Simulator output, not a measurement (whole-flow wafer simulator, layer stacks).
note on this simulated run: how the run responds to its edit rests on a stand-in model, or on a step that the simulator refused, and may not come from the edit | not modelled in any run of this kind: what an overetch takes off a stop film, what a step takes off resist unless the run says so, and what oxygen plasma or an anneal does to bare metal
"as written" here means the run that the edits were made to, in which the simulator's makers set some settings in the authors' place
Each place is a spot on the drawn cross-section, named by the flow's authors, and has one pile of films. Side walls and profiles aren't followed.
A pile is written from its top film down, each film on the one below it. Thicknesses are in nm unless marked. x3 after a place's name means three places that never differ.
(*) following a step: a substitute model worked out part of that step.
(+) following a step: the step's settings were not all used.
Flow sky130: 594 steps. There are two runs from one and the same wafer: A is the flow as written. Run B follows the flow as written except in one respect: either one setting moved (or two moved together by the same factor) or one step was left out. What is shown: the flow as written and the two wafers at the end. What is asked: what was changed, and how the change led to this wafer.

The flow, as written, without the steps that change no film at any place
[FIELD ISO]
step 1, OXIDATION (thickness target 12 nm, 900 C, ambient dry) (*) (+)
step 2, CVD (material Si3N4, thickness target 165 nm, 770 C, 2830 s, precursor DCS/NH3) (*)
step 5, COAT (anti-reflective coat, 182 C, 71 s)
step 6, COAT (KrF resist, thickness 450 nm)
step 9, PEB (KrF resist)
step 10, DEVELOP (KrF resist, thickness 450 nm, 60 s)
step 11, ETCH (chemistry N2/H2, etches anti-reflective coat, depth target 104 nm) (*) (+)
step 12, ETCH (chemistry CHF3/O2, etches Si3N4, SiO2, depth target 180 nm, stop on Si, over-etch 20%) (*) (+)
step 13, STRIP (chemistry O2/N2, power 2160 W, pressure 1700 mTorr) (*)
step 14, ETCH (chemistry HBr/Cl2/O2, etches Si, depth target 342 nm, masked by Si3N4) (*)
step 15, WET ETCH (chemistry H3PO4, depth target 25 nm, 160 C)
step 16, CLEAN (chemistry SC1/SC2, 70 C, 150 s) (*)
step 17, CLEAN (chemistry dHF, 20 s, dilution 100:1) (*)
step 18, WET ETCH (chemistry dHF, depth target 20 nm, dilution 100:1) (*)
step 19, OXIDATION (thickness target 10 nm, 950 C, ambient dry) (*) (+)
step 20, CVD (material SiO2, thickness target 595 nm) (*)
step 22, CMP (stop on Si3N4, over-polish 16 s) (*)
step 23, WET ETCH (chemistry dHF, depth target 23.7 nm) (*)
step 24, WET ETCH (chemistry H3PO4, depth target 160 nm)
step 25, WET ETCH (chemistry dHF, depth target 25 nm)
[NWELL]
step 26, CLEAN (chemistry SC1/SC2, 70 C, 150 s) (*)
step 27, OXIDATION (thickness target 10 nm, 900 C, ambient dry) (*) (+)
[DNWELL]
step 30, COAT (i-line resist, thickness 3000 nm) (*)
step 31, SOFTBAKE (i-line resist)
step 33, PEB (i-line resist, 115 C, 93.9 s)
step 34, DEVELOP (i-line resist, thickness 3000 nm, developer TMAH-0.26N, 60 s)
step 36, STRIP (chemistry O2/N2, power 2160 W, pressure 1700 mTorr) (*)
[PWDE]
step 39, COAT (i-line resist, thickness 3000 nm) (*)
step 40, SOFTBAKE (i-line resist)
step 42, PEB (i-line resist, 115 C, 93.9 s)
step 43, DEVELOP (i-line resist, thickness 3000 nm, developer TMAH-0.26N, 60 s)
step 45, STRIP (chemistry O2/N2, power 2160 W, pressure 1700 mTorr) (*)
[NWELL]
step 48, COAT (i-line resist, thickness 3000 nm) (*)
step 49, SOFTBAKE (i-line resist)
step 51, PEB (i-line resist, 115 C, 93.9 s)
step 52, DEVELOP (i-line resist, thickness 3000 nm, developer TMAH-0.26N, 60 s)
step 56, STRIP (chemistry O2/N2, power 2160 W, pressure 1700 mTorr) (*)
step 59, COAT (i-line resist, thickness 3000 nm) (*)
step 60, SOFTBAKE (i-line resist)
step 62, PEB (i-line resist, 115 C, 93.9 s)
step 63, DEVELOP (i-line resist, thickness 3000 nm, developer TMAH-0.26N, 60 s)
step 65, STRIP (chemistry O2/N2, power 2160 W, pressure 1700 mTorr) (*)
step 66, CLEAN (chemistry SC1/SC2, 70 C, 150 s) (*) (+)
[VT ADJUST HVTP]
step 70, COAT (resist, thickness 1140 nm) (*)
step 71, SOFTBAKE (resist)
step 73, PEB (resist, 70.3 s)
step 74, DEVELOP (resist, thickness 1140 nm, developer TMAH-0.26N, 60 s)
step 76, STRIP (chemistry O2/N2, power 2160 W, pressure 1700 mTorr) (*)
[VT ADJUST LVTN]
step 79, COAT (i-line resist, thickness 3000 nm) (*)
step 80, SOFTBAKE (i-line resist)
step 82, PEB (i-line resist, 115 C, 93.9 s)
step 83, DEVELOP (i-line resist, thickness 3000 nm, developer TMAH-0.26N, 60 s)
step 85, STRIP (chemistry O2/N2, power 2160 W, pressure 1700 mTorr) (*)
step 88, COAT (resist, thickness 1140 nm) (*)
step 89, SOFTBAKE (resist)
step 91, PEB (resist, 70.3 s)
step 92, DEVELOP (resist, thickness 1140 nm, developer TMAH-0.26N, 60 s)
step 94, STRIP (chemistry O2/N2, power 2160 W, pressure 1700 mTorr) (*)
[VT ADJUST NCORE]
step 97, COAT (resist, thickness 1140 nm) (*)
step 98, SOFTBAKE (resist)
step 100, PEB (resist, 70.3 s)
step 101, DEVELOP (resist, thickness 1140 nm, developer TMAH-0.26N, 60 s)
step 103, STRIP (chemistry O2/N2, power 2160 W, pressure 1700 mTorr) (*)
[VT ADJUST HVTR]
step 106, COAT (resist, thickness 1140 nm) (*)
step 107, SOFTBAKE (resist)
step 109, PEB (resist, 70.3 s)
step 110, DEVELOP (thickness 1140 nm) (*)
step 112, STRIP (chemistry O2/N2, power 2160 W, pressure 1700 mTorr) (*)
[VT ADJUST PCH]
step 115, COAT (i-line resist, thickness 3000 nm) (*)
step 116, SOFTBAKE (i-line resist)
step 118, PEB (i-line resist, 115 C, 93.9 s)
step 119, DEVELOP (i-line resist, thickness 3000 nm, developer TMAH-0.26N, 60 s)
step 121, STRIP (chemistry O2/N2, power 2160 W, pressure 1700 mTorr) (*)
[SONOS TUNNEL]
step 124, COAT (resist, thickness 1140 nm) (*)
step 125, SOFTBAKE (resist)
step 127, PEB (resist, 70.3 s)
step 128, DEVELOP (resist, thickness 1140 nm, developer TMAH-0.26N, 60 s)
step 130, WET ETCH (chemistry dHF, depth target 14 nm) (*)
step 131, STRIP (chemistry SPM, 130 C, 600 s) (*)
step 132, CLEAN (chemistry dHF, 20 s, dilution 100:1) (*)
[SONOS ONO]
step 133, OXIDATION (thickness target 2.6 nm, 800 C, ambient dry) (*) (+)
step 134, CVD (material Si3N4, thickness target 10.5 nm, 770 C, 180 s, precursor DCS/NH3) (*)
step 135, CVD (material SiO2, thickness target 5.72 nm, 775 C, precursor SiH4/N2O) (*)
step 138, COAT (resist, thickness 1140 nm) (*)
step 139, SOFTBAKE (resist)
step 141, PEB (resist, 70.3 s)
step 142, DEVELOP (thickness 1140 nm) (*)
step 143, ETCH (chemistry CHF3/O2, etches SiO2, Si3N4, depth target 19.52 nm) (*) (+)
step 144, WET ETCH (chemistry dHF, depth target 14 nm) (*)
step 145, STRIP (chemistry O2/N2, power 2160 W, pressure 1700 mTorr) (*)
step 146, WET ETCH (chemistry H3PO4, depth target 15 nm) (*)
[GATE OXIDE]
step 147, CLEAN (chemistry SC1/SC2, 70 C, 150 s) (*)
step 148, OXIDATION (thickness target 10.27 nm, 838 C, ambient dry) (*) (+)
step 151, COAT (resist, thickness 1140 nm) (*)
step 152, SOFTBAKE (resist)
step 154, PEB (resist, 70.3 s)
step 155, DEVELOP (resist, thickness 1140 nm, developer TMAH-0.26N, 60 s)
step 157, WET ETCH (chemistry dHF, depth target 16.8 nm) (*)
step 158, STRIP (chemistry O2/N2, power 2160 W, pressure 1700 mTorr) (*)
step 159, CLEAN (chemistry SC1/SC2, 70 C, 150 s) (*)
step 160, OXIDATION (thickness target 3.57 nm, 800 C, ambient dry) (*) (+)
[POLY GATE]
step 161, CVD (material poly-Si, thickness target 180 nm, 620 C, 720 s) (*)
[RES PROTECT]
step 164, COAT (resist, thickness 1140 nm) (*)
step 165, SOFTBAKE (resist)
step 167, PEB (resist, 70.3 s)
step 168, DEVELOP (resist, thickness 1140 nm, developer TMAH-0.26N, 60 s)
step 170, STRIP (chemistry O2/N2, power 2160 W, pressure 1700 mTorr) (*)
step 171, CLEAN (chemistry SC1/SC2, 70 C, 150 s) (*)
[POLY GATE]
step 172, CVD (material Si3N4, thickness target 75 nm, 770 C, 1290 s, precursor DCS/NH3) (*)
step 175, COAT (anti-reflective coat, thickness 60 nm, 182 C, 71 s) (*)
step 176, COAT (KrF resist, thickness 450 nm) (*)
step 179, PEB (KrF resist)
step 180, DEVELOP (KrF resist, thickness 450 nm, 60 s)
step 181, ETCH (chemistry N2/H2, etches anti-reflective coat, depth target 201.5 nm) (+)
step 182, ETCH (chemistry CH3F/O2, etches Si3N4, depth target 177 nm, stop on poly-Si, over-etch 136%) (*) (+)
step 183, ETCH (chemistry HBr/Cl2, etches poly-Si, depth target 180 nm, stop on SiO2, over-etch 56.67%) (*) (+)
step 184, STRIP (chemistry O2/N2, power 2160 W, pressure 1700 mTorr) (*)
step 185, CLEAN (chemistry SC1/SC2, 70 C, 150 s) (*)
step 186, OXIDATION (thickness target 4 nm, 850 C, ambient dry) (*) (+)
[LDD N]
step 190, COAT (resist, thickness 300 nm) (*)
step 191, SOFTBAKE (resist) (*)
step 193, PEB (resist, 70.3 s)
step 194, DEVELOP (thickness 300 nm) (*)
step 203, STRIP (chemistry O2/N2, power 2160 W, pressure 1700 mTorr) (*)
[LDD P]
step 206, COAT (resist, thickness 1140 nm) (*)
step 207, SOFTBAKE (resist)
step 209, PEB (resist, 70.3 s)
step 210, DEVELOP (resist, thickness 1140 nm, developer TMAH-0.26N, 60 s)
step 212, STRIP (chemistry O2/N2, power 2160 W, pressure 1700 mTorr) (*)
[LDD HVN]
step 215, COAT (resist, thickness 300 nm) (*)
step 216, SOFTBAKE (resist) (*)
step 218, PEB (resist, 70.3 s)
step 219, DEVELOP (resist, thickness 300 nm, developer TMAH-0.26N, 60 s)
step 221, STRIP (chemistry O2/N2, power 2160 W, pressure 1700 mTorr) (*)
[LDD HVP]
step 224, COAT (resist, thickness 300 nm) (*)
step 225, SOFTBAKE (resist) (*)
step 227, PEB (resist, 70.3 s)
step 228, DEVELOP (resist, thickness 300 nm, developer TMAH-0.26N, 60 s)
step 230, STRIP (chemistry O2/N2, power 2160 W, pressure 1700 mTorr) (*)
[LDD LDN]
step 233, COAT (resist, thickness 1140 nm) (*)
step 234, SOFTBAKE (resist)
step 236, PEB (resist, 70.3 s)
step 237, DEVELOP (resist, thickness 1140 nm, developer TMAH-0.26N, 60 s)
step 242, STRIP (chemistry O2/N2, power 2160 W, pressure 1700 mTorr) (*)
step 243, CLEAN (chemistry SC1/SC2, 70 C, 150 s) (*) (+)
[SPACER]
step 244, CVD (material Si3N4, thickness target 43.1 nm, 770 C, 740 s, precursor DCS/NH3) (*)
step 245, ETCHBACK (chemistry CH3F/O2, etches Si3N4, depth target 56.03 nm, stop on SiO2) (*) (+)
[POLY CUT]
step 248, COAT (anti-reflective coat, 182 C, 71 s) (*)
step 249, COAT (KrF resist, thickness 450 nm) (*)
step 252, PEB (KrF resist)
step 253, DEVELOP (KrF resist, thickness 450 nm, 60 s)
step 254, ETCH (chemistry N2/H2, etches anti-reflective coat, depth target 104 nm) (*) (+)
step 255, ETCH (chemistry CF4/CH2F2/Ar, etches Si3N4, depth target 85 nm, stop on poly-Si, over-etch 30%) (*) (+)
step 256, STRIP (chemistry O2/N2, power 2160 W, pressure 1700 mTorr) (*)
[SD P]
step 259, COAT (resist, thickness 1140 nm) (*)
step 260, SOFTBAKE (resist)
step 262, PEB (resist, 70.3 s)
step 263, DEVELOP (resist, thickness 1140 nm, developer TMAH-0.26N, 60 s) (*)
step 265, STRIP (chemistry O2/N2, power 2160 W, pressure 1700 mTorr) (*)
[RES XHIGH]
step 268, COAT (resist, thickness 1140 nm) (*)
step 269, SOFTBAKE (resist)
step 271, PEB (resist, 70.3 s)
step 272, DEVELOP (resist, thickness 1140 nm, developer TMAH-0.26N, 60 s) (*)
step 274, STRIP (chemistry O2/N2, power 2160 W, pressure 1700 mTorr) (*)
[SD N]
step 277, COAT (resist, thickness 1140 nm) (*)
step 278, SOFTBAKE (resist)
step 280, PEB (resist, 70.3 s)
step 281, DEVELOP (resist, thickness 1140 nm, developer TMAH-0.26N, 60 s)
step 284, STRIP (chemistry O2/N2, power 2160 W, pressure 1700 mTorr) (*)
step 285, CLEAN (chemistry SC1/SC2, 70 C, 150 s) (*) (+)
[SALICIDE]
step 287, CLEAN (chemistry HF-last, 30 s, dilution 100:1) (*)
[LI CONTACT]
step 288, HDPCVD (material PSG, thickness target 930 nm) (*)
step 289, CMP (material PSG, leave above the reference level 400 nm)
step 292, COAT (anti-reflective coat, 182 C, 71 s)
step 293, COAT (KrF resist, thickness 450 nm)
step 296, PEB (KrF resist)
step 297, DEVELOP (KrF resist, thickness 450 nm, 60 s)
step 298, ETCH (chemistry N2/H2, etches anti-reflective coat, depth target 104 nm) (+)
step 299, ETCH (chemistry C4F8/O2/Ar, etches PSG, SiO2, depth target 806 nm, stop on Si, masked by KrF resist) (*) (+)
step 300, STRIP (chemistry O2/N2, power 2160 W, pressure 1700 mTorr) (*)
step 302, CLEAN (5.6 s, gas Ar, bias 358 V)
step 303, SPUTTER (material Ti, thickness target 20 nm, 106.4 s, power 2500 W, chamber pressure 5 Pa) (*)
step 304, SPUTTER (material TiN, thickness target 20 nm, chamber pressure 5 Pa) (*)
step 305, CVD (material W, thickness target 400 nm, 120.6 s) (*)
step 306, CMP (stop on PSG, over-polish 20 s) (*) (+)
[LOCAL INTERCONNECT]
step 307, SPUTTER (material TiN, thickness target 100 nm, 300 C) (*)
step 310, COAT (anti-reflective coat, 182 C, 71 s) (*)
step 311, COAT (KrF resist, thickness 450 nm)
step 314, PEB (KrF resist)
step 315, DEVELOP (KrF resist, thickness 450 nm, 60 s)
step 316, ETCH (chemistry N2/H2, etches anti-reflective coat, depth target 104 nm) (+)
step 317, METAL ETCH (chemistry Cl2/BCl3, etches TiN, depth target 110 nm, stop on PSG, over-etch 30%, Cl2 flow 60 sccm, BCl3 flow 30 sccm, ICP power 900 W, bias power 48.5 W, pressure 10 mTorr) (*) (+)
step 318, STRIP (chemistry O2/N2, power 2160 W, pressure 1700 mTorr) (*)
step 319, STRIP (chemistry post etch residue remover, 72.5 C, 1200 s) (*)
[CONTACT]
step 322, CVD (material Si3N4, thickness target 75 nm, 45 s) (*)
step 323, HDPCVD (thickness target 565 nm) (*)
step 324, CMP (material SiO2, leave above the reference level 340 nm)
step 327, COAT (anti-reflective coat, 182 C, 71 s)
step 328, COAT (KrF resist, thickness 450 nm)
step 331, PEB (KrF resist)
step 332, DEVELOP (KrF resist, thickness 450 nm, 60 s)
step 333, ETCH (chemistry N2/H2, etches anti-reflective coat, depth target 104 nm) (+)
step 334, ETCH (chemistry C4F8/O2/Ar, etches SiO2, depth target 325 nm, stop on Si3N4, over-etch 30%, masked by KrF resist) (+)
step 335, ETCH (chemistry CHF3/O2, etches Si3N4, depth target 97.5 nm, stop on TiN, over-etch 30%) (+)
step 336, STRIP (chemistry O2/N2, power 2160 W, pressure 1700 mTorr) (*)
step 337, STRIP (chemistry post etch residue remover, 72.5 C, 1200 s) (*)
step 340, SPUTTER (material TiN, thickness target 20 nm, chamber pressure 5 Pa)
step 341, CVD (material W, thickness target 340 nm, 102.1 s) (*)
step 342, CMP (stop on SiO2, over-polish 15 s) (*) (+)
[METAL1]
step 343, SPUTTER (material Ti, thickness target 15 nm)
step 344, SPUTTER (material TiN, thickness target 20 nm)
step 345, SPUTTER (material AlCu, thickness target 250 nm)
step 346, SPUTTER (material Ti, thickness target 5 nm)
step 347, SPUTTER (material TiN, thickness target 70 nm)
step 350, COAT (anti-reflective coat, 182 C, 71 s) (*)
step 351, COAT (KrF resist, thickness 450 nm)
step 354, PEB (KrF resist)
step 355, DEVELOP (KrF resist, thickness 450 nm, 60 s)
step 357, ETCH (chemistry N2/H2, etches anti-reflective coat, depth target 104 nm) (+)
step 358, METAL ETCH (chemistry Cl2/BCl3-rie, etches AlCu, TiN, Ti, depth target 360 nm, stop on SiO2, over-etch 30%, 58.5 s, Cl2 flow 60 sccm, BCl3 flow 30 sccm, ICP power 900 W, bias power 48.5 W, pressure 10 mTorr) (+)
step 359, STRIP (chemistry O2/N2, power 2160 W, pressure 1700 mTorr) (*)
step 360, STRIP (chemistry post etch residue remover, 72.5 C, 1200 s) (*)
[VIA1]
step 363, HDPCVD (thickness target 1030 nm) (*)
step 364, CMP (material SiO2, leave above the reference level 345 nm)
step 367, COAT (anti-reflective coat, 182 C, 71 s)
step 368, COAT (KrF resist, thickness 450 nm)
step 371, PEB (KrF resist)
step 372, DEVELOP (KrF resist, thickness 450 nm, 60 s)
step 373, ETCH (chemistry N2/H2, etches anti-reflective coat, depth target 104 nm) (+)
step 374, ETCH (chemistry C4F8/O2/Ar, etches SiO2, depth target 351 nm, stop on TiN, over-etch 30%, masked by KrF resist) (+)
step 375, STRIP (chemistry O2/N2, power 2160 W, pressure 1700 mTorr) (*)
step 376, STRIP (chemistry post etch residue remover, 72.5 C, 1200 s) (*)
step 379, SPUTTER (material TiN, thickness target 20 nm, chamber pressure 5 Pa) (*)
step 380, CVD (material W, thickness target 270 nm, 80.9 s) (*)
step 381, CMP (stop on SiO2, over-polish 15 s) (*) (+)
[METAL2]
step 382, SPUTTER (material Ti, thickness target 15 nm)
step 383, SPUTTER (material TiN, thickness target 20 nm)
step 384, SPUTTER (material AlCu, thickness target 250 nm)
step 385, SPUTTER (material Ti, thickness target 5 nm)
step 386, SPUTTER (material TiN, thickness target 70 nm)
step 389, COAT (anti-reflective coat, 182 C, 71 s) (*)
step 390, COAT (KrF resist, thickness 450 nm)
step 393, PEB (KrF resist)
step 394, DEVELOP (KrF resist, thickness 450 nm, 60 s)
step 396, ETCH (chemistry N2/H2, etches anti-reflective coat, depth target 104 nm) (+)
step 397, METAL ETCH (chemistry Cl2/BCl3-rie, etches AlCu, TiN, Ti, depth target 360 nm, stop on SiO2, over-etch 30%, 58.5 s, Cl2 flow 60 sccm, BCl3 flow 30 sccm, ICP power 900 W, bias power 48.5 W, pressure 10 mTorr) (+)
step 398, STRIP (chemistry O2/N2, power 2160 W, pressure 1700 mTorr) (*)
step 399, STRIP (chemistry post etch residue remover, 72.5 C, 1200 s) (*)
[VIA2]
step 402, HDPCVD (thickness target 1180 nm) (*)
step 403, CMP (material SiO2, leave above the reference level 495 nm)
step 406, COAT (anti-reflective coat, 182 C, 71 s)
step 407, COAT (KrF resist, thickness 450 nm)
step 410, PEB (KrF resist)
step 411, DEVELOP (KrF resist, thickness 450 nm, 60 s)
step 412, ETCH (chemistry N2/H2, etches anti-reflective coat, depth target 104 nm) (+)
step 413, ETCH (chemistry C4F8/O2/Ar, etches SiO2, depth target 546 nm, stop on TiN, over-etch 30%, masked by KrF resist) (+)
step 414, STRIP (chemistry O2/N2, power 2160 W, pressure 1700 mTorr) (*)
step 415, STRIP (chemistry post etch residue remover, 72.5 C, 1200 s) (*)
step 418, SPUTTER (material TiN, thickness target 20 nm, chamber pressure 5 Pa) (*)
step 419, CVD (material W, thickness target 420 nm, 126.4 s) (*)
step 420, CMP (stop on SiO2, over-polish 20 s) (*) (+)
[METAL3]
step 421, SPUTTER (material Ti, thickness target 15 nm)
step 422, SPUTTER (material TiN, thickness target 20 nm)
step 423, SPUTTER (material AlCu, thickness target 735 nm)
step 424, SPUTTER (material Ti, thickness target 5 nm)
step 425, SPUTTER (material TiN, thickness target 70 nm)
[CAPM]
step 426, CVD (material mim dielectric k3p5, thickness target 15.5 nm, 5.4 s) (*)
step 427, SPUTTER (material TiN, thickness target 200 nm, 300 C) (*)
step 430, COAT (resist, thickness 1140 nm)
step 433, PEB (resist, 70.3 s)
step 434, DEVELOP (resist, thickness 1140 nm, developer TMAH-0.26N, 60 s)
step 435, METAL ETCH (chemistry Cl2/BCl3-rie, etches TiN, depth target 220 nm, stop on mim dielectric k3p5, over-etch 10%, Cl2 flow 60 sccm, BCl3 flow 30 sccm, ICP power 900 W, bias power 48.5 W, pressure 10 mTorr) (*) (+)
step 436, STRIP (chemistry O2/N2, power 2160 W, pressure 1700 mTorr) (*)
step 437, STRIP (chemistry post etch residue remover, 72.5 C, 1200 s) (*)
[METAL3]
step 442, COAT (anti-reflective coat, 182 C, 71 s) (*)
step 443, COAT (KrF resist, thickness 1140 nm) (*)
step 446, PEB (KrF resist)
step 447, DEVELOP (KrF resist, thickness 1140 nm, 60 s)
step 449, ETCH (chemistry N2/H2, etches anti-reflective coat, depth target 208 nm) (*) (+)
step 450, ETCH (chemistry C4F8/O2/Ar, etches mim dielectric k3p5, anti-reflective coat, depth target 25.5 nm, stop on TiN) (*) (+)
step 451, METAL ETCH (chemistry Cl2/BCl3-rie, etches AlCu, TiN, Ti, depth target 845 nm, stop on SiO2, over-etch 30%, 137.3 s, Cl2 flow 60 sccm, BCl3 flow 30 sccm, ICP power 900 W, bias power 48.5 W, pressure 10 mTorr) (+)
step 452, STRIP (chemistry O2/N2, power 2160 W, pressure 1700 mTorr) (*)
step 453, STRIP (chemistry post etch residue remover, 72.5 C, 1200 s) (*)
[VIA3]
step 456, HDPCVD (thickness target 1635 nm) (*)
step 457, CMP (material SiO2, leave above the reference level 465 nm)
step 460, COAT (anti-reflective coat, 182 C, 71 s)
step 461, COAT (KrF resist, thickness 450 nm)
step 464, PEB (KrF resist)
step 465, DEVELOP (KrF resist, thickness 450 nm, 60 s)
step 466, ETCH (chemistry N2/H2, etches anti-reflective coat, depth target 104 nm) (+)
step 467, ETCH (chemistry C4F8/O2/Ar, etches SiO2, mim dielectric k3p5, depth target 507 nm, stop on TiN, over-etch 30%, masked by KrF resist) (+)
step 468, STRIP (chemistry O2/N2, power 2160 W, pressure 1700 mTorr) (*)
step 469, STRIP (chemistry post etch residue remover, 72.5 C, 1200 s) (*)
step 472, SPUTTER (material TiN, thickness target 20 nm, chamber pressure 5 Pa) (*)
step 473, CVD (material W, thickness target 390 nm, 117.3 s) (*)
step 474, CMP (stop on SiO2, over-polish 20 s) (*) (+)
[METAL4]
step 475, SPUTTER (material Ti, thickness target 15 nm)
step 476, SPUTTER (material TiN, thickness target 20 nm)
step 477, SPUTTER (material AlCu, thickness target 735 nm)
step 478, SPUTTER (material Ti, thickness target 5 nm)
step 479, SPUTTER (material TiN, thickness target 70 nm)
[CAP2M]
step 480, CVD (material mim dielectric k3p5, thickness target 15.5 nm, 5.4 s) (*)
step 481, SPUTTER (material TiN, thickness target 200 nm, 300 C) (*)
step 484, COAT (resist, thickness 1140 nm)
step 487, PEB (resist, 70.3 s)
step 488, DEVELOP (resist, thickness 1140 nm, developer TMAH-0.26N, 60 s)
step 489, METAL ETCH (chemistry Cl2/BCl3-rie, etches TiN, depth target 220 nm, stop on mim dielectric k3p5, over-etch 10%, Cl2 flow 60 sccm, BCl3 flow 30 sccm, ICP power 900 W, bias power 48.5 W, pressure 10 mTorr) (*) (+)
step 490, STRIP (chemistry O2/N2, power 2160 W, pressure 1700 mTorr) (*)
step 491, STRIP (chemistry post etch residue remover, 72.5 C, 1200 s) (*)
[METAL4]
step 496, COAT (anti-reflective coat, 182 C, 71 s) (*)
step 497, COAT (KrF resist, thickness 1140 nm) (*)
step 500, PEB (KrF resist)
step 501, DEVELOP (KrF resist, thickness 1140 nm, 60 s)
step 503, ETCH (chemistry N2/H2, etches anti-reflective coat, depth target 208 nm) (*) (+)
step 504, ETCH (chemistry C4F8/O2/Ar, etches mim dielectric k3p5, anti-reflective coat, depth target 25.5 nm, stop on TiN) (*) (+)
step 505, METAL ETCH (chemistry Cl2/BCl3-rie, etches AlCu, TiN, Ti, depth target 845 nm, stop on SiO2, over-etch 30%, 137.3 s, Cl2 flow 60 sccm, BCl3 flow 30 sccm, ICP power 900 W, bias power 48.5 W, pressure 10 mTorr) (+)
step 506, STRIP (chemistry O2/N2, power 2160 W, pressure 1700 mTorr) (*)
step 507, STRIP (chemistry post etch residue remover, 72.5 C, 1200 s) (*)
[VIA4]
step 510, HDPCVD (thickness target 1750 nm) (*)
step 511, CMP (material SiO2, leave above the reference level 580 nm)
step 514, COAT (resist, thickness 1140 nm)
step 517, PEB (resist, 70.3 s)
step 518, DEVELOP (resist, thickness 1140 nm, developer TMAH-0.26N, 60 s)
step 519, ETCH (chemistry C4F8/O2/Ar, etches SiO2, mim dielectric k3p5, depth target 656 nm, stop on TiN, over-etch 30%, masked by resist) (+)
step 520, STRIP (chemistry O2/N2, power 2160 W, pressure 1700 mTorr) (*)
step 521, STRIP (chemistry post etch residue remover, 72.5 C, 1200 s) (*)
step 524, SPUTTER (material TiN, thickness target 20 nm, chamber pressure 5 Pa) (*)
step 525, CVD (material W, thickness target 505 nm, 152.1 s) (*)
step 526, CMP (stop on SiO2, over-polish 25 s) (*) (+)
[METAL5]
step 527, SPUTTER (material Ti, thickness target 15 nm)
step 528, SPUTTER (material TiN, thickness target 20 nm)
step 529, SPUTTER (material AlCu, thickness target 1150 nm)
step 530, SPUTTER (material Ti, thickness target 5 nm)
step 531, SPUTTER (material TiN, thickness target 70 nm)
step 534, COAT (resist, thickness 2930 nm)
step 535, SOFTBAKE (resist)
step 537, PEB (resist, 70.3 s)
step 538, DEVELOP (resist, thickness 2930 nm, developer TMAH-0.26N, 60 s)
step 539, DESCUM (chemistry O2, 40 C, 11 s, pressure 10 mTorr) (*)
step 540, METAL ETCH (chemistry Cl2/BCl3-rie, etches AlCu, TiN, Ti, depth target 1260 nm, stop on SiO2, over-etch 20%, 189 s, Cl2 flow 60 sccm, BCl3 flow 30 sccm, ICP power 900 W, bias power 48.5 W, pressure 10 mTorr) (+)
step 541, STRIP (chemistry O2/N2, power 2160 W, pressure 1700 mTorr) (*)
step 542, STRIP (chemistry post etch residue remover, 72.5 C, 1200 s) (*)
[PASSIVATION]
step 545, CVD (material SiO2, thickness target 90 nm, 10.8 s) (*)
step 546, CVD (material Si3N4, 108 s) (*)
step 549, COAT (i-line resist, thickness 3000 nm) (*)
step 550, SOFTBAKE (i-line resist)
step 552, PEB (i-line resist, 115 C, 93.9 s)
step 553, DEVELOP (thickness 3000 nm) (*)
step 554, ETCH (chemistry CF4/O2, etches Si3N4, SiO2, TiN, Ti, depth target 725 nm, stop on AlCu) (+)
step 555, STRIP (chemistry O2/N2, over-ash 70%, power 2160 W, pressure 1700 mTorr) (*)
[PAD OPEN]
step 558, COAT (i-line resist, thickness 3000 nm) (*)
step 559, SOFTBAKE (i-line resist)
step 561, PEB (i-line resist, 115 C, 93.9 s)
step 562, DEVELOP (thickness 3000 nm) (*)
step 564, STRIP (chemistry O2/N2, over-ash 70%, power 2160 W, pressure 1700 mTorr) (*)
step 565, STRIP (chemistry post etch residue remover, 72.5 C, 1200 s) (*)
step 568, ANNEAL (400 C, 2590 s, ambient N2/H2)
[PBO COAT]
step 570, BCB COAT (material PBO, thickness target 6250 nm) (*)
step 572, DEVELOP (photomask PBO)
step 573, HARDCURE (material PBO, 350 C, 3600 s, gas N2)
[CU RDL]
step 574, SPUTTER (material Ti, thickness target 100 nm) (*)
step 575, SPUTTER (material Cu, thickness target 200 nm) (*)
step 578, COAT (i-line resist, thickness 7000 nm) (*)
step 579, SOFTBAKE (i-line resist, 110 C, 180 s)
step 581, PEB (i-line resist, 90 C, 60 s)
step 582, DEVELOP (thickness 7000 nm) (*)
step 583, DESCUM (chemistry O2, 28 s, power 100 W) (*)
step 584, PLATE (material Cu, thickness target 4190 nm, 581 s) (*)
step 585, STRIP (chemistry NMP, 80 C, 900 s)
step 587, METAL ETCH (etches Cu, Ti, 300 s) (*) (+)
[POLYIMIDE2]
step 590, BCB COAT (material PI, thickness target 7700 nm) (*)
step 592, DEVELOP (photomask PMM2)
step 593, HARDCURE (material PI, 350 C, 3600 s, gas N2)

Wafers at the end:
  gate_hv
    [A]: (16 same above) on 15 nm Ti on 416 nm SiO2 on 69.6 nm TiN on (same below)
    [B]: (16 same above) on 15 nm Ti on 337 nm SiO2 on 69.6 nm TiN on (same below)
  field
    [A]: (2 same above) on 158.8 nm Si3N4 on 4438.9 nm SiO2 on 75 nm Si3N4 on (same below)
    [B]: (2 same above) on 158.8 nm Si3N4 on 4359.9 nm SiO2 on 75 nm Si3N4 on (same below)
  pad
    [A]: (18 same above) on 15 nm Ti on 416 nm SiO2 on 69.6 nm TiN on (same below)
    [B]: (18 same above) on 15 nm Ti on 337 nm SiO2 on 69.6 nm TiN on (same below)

The reason: step 403, CMP: leave above the reference level 416 nm was run, while the flow as written has leave above the reference level 495 nm.

How this came from the change, step by step:
  step 403, CMP (material SiO2, leave above the reference level 495 nm)
      n_well, p_well, gate_hv and 101 more: A -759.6 SiO2 | B -838.6 SiO2
      field, active, gate and 82 more: A -389.1 SiO2 | B -468.1 SiO2
      (and at 2 other places as well)
  step 413, ETCH (chemistry C4F8/O2/Ar, etches SiO2, depth target 546 nm, stop on TiN, over-etch 30%, masked by KrF resist) (+)
      field, active, n_well and 186 more: A -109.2 KrF resist | B -88.7 KrF resist
      m1: A -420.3 SiO2 (all of it) | B -341.3 SiO2 (all of it)
      (and at 1 other place as well)
  step 414, STRIP (chemistry O2/N2, power 2160 W, pressure 1700 mTorr) (*)
      field, active, n_well and 186 more: A -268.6 KrF resist (all of it), -80 anti-reflective coat (all of it) | B -289.1 KrF resist (all of it), -80 anti-reflective coat (all of it)
  step 418, SPUTTER (material TiN, thickness target 20 nm, chamber pressure 5 Pa) (*)
      m1, via2_hole: A +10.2 TiN | B +11.2 TiN
  step 419, CVD (material W, thickness target 420 nm, 126.4 s) (*)
      m1: A +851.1 W (new film) | B +771.1 W (new film)
      via2_hole: A +850.7 W (new film) | B +770.6 W (new film)
